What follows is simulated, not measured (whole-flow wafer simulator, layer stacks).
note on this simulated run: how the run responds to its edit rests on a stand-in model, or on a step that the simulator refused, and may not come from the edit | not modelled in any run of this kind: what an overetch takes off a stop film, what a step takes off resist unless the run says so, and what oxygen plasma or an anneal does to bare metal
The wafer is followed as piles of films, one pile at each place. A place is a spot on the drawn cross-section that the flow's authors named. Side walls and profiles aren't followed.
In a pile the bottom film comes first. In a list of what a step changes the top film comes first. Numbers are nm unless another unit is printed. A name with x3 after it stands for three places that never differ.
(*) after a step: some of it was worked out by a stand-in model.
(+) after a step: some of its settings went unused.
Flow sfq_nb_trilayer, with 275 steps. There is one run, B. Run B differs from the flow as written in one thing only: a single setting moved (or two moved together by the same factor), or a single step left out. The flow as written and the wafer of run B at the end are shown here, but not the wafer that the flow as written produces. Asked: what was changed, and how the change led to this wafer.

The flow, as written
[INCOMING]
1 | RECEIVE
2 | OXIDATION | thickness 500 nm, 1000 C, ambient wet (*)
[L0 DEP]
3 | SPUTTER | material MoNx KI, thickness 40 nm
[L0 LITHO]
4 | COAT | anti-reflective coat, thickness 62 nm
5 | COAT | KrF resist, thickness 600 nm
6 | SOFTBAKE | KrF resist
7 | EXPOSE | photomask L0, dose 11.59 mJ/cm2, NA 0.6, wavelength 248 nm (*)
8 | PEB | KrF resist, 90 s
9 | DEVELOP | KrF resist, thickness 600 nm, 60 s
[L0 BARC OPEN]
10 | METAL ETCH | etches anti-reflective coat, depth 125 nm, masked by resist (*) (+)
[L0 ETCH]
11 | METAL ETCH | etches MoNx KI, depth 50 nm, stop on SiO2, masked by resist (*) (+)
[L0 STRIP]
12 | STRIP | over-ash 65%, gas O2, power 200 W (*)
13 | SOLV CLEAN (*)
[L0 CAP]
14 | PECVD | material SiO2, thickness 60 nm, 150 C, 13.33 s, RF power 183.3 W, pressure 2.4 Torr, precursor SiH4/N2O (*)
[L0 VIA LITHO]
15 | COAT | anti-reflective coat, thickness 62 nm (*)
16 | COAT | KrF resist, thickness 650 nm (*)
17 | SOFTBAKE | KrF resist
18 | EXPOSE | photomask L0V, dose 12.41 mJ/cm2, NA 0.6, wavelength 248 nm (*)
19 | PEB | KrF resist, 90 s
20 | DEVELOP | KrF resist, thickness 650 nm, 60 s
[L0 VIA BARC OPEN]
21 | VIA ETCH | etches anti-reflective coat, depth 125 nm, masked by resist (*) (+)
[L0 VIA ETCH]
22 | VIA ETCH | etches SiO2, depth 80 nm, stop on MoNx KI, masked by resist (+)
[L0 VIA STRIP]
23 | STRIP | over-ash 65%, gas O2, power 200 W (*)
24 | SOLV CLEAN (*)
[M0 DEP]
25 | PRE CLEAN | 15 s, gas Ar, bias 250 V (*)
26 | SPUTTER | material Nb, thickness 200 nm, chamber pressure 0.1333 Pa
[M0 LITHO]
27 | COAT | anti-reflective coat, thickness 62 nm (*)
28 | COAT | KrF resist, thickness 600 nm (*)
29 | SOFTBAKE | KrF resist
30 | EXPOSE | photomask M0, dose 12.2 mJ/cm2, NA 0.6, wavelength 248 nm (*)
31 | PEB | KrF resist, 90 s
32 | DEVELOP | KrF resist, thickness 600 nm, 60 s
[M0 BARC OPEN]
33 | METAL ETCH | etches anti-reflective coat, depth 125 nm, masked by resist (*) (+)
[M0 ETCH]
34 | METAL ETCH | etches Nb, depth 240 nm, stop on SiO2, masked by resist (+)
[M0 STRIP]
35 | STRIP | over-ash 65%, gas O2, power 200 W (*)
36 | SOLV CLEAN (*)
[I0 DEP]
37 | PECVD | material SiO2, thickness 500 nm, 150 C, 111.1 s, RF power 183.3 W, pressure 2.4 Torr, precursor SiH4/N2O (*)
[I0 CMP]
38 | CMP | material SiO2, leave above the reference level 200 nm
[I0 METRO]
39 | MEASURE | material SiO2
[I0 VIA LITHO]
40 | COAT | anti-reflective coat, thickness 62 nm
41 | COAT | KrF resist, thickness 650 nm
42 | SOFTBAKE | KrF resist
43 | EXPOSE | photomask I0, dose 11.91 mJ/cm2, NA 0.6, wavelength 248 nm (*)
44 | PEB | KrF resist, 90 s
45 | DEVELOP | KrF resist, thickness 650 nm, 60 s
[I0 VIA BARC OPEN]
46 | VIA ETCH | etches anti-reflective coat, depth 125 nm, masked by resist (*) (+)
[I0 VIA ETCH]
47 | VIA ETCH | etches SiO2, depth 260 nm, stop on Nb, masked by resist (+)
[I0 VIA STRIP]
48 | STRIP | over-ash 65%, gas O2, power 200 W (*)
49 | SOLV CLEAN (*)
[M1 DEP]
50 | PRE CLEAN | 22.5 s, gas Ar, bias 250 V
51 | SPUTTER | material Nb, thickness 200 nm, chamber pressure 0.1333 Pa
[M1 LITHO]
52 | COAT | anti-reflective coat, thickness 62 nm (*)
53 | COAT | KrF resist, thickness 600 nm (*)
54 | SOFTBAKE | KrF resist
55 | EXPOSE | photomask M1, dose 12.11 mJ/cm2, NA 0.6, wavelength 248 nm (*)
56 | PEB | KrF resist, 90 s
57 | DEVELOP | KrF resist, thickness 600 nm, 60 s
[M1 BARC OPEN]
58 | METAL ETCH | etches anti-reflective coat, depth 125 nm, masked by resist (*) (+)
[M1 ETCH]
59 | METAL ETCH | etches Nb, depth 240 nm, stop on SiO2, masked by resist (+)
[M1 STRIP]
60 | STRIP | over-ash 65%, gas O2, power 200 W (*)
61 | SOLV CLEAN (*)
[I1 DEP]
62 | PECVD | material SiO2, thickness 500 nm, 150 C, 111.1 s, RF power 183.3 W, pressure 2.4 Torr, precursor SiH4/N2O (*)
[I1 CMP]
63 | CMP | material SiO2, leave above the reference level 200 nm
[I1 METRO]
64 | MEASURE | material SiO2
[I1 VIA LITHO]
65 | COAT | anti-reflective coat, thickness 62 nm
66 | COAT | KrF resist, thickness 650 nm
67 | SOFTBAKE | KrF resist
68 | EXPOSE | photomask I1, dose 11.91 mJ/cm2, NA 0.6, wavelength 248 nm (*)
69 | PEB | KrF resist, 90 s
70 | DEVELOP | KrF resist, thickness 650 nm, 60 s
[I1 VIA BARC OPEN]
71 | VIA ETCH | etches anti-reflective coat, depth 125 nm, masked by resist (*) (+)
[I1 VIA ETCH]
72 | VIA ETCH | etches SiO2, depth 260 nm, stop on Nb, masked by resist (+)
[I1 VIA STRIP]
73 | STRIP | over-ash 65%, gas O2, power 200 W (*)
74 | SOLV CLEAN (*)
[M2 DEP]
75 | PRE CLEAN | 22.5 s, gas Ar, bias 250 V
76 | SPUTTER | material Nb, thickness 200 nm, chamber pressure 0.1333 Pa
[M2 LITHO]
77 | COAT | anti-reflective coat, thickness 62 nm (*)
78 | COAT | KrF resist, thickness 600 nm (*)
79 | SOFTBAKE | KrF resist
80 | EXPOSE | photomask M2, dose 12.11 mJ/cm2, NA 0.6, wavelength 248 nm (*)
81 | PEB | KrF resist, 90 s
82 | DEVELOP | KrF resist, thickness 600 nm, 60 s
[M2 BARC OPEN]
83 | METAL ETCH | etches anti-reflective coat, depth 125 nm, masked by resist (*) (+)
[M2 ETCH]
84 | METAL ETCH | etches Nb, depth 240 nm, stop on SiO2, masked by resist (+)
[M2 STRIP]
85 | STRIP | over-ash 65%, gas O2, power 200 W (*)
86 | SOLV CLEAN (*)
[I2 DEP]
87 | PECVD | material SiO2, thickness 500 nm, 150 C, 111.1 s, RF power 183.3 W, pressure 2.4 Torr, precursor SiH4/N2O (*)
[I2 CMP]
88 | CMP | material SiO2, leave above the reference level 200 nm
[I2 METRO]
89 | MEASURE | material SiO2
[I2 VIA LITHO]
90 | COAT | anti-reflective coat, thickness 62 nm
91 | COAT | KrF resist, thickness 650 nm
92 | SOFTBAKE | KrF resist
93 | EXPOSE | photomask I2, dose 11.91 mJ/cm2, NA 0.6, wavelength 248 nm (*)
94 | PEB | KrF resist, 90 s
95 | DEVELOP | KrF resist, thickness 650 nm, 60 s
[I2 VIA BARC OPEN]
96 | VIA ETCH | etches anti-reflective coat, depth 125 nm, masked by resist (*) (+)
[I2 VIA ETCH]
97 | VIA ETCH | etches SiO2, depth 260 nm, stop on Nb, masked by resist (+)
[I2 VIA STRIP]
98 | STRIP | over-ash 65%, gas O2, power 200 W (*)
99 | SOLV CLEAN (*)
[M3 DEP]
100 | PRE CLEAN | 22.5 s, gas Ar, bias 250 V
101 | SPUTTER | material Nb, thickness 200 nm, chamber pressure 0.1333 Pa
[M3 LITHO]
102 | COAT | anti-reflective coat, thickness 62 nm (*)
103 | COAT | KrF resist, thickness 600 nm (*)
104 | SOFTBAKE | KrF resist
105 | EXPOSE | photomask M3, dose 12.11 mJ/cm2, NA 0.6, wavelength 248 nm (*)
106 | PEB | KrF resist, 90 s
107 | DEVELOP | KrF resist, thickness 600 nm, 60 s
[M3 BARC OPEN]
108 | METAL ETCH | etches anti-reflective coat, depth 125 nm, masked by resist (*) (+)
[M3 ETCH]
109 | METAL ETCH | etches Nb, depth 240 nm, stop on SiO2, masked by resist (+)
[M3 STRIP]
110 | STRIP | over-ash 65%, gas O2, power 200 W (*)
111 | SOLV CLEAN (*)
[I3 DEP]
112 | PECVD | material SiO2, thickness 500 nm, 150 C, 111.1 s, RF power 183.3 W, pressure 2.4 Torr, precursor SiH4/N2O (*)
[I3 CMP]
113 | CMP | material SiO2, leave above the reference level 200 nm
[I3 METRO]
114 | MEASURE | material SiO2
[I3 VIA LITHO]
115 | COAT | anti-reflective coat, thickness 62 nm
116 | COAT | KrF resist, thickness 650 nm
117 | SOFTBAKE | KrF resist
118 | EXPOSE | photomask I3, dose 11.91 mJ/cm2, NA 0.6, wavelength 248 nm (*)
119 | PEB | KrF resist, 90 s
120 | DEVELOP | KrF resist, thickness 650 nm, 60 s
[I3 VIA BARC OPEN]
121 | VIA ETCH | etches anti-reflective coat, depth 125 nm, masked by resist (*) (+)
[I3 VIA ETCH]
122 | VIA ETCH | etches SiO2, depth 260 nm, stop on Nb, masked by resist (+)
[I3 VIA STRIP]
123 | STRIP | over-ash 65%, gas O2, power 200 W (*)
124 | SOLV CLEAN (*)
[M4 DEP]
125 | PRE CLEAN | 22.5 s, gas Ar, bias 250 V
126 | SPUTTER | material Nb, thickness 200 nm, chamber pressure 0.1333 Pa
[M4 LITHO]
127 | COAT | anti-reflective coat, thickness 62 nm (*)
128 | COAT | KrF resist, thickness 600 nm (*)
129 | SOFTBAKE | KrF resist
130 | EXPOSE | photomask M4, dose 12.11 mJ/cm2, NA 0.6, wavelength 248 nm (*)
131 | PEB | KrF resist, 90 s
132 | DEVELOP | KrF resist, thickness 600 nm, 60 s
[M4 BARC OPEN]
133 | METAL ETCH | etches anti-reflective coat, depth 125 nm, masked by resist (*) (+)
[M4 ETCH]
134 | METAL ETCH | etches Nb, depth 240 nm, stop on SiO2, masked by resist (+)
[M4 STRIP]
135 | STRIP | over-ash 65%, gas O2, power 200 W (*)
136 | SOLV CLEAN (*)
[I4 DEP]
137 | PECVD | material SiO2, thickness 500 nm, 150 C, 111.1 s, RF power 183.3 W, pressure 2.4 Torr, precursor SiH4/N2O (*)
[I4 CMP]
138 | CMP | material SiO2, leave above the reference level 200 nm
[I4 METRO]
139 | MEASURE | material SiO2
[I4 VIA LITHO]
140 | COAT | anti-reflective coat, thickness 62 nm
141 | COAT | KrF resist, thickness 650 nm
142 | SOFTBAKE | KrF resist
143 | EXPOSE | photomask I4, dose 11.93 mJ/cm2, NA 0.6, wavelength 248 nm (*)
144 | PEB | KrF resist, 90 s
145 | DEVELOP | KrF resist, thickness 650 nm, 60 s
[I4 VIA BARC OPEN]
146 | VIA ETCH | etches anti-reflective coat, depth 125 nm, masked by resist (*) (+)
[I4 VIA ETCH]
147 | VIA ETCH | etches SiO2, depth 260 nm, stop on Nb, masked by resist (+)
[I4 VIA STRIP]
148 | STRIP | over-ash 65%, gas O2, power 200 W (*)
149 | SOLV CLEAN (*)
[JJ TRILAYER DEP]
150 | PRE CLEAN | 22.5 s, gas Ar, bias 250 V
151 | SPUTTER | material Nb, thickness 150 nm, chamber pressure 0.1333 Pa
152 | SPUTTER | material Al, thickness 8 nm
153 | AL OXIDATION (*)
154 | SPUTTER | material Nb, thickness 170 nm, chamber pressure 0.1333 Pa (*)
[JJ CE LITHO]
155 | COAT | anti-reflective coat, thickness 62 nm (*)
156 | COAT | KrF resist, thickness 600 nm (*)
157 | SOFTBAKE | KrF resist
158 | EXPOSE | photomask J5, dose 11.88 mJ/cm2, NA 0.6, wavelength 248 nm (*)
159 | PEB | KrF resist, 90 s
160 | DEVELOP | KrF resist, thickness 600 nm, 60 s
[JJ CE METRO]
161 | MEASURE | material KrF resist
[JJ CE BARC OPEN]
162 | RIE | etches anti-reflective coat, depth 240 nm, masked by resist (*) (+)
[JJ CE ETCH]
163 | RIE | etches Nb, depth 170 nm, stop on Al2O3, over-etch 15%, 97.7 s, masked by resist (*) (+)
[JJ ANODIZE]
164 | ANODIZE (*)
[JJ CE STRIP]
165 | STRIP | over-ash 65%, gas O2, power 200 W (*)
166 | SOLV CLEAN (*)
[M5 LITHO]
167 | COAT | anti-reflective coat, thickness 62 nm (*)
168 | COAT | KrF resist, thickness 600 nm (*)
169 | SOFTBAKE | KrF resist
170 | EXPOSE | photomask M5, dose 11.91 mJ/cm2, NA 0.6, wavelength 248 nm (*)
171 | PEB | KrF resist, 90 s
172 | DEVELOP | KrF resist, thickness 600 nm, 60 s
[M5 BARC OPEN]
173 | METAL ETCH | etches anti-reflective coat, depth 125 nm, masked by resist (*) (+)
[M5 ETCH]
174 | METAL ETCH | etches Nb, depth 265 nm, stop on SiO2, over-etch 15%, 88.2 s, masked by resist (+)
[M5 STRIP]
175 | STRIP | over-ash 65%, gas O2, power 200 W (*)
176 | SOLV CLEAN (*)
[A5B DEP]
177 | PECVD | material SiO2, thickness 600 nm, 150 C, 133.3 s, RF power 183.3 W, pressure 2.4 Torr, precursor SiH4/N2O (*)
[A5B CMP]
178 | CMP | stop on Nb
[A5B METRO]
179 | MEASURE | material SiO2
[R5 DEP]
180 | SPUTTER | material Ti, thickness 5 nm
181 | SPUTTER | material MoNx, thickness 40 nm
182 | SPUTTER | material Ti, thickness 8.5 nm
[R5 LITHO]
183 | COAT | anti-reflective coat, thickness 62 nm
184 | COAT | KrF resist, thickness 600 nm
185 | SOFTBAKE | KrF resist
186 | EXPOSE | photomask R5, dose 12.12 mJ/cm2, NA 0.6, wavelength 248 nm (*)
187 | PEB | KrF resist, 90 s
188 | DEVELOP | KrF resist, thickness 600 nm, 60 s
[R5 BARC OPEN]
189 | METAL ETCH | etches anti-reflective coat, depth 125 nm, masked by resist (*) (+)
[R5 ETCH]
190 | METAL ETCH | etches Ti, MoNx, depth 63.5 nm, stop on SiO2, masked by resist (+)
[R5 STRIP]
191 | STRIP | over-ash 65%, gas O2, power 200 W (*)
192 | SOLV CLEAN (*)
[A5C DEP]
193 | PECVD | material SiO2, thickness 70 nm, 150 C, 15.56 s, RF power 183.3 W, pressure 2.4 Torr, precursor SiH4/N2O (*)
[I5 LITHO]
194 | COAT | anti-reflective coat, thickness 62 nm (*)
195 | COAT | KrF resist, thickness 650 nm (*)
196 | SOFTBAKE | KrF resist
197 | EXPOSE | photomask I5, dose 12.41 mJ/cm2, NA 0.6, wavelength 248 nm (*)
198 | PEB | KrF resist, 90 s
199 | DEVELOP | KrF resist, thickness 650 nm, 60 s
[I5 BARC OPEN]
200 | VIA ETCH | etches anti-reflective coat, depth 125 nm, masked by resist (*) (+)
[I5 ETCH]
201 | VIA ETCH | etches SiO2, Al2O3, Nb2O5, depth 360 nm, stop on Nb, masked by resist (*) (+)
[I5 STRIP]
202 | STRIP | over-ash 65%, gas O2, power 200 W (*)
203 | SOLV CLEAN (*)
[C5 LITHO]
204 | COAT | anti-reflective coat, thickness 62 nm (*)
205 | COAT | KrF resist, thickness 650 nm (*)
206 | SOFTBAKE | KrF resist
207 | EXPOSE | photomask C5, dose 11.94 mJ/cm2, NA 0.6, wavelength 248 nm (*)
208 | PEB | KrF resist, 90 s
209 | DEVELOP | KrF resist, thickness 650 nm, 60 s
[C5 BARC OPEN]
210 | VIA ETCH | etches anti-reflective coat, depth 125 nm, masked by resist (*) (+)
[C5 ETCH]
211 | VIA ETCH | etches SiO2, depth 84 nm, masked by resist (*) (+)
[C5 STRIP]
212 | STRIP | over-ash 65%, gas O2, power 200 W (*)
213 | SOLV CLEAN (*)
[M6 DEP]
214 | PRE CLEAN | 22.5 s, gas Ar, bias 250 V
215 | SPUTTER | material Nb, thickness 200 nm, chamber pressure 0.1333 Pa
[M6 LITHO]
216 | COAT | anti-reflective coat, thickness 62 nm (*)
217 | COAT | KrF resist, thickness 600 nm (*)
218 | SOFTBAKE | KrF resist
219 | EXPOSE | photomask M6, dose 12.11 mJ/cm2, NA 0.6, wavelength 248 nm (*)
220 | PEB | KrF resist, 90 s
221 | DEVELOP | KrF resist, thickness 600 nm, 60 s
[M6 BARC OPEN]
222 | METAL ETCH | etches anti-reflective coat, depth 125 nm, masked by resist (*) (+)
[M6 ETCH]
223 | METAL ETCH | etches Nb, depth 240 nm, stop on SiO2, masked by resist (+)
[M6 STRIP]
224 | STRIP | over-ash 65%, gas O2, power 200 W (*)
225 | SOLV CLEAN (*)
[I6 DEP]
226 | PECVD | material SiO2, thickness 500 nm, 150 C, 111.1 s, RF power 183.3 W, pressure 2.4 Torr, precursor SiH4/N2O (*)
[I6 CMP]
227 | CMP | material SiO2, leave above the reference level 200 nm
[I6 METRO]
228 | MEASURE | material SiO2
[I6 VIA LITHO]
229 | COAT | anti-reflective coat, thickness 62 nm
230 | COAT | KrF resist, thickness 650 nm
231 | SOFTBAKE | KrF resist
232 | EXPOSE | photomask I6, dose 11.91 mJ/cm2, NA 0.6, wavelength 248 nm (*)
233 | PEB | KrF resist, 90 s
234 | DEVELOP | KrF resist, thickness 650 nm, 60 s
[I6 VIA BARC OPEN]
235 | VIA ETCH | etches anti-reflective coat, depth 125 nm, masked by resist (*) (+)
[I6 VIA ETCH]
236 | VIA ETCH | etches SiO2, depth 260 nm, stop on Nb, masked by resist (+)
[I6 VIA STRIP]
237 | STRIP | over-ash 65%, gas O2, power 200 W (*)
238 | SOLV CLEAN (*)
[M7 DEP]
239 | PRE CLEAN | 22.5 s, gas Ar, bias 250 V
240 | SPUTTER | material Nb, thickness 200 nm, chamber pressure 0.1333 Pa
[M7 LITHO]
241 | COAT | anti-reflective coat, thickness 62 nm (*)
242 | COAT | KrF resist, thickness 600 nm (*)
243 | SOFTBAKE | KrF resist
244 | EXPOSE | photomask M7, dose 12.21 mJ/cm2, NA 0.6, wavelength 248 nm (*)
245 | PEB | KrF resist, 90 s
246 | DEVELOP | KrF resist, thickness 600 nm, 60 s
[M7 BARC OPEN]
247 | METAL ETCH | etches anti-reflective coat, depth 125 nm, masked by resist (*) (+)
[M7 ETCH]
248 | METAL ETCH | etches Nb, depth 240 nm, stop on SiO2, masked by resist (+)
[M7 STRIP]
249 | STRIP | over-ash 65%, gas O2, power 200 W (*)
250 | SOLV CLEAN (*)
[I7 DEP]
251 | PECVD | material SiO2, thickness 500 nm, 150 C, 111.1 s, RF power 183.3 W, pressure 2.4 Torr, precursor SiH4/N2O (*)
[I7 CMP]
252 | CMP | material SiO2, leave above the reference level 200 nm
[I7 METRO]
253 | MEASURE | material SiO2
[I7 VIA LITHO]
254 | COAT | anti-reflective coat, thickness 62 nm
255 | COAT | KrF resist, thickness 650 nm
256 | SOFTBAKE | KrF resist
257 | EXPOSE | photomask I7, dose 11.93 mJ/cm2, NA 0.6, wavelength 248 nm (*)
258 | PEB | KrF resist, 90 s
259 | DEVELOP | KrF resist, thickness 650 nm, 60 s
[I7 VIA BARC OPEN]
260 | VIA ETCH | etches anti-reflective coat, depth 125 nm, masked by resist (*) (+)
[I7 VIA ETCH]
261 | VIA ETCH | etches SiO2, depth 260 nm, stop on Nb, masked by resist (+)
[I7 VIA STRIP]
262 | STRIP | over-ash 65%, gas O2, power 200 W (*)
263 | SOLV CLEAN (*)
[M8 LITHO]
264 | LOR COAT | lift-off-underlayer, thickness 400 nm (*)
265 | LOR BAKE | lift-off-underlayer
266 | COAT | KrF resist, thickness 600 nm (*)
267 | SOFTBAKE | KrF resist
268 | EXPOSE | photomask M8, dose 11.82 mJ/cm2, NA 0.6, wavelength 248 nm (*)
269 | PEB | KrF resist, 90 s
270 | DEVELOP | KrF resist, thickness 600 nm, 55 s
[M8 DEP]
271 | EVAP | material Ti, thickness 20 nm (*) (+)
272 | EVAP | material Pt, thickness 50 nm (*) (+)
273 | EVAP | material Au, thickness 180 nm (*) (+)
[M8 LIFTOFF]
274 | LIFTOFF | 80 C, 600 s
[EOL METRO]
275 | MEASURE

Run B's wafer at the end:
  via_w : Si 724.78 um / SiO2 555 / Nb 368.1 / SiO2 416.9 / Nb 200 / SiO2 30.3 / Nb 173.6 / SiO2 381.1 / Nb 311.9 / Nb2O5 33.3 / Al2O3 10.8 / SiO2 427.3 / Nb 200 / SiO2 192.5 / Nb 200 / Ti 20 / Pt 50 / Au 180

The reason: step 97, VIA ETCH: depth 162 nm was run, whereas the flow has depth 260 nm.

How this came from the change, step by step:
  97 | VIA ETCH | etches SiO2, depth 260 nm, stop on Nb, masked by resist (+)
      via_w: SiO2 loses 162 (as written it would have been: SiO2 loses 199.8 (all of it))
      field_l, v_sur, via_wl and 102 more: KrF resist loses 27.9 (as written it would have been: KrF resist loses 44.8)
  98 | STRIP | over-ash 65%, gas O2, power 200 W (*)
      field_l, v_sur, via_wl and 102 more: KrF resist loses 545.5 (all of it), anti-reflective coat loses 62 (all of it) (as written it would have been: KrF resist loses 528.6 (all of it), anti-reflective coat loses 62 (all of it))
  100 | PRE CLEAN | 22.5 s, gas Ar, bias 250 V
      via_w: SiO2 loses 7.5 (as written it would have been: Nb loses 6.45)
  101 | SPUTTER | material Nb, thickness 200 nm, chamber pressure 0.1333 Pa
      via_w: Nb gains 173.6 (new film) (as written it would have been: Nb gains 165.5)
  102 | COAT | anti-reflective coat, thickness 62 nm (*)
      via_wl: anti-reflective coat gains 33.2 (new film) (as written it would have been: anti-reflective coat gains 34.2 (new film))
      via_w: anti-reflective coat gains 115 (new film) (as written it would have been: anti-reflective coat gains 124.8 (new film))
  103 | COAT | KrF resist, thickness 600 nm (*)
      via_w: KrF resist gains 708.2 (new film) (as written it would have been: KrF resist gains 737.9 (new film))
  110 | STRIP | over-ash 65%, gas O2, power 200 W (*)
      via_wl: KrF resist loses 389.3 (all of it), anti-reflective coat loses 33.2 (all of it) (as written it would have been: KrF resist loses 384.2 (all of it), anti-reflective coat loses 34.2 (all of it))
      via_w: KrF resist loses 490.4 (all of it), anti-reflective coat loses 115 (all of it) (as written it would have been: KrF resist loses 520 (all of it), anti-reflective coat loses 124.8 (all of it))
  112 | PECVD | material SiO2, thickness 500 nm, 150 C, 111.1 s, RF power 183.3 W, pressure 2.4 Torr, precursor SiH4/N2O (*)
      via_w: SiO2 gains 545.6 (new film) (as written it would have been: SiO2 gains 615 (new film))
  113 | CMP | material SiO2, leave above the reference level 200 nm
      via_w: SiO2 loses 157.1 (as written it would have been: SiO2 loses 181.6)
Taking metal films that touch as one body, via_w has 6 bodies (between them, from the top down: SiO2 192.5; SiO2 427.3 / Al2O3 10.8 / Nb2O5 33.3; SiO2 381.1; SiO2 30.3; SiO2 416.9); the flow as written gives 5 bodies (between them, from the top down: SiO2 192.5; SiO2 427.3 / Al2O3 10.8 / Nb2O5 33.3; SiO2 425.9; SiO2 416.9).
